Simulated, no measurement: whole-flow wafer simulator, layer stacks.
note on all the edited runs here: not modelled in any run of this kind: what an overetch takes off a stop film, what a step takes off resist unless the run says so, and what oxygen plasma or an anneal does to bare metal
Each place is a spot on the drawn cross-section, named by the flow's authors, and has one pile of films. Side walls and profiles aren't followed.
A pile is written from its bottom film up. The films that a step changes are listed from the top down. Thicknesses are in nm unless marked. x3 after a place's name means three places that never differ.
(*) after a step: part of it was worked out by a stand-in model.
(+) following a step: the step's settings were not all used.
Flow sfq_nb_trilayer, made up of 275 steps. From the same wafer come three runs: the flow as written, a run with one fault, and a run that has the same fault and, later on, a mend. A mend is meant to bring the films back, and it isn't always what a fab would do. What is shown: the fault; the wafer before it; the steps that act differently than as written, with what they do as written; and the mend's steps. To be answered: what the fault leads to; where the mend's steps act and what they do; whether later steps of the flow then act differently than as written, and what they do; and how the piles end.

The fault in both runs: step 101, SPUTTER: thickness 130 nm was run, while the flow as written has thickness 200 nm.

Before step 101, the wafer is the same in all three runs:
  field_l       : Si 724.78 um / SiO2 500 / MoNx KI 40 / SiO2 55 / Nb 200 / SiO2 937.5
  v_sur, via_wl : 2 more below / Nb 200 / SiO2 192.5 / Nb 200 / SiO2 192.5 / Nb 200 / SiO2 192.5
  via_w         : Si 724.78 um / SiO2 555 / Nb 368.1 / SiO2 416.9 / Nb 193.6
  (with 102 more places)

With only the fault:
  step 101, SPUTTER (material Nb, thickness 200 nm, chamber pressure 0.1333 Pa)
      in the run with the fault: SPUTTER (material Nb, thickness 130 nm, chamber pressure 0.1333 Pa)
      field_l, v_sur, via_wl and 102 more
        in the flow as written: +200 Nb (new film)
        in the run with the fault: +130 Nb (new film)
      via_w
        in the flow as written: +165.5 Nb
        in the run with the fault: +107.3 Nb
  Steps later in the flow that act otherwise than as written (not shown: 3 more steps that differ only slightly, by at most 2% or 0.5 nm, whichever is larger):
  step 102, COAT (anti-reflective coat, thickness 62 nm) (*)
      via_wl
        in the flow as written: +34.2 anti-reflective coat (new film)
        in the run with the fault: +32.6 anti-reflective coat (new film)
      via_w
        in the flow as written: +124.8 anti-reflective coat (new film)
        in the run with the fault: +121.2 anti-reflective coat (new film)
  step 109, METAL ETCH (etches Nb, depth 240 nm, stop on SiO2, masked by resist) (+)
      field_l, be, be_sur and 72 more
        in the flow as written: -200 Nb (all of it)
        in the run with the fault: -130 Nb (all of it)
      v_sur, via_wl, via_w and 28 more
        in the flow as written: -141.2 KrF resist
        in the run with the fault: -114.7 KrF resist
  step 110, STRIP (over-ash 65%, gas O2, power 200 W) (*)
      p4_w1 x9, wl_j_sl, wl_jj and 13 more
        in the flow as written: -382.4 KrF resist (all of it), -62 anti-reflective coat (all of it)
        in the run with the fault: -408.9 KrF resist (all of it), -62 anti-reflective coat (all of it)
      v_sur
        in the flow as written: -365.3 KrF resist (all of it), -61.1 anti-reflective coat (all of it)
        in the run with the fault: -392.5 KrF resist (all of it), -60.8 anti-reflective coat (all of it)
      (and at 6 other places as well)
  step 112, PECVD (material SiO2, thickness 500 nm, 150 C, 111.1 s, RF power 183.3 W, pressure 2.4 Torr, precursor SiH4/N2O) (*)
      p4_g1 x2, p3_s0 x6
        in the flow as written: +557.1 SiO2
        in the run with the fault: +500 SiO2
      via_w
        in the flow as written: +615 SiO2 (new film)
        in the run with the fault: +595.7 SiO2 (new film)
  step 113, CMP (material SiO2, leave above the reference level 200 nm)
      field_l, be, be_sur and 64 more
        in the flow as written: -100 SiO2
        in the run with the fault: -170 SiO2
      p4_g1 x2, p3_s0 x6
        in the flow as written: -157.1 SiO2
        in the run with the fault: -170 SiO2
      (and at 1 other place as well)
  By the end, the piles at field_l, v_sur, via_wl and 103 more depart from the flow's by more than 2% or 0.5 nm, whichever is larger.
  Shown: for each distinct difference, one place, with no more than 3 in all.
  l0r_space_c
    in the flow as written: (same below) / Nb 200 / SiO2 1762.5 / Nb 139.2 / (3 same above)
    in the run with the fault: (same below) / Nb 200 / SiO2 1692.5 / Nb 139.2 / (3 same above)
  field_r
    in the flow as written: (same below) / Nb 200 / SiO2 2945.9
    in the run with the fault: (same below) / Nb 200 / SiO2 2875.9
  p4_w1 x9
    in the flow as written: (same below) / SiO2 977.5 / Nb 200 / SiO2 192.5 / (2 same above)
    in the run with the fault: (same below) / SiO2 977.5 / Nb 130 / SiO2 192.5 / (2 same above)

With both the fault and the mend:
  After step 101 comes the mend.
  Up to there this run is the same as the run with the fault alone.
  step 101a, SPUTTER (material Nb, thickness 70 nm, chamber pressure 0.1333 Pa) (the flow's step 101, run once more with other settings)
      field_l, v_sur, via_wl and 102 more
        +70 Nb
      via_w
        +55.8 Nb
  Every later step of the flow that is run acts as written, at every place that is followed, to within 2% or 0.5 nm, whichever is larger.
  At the end the piles are close to the flow's at the places that both follow, differing by at most 2% or 0.5 nm, whichever is larger.
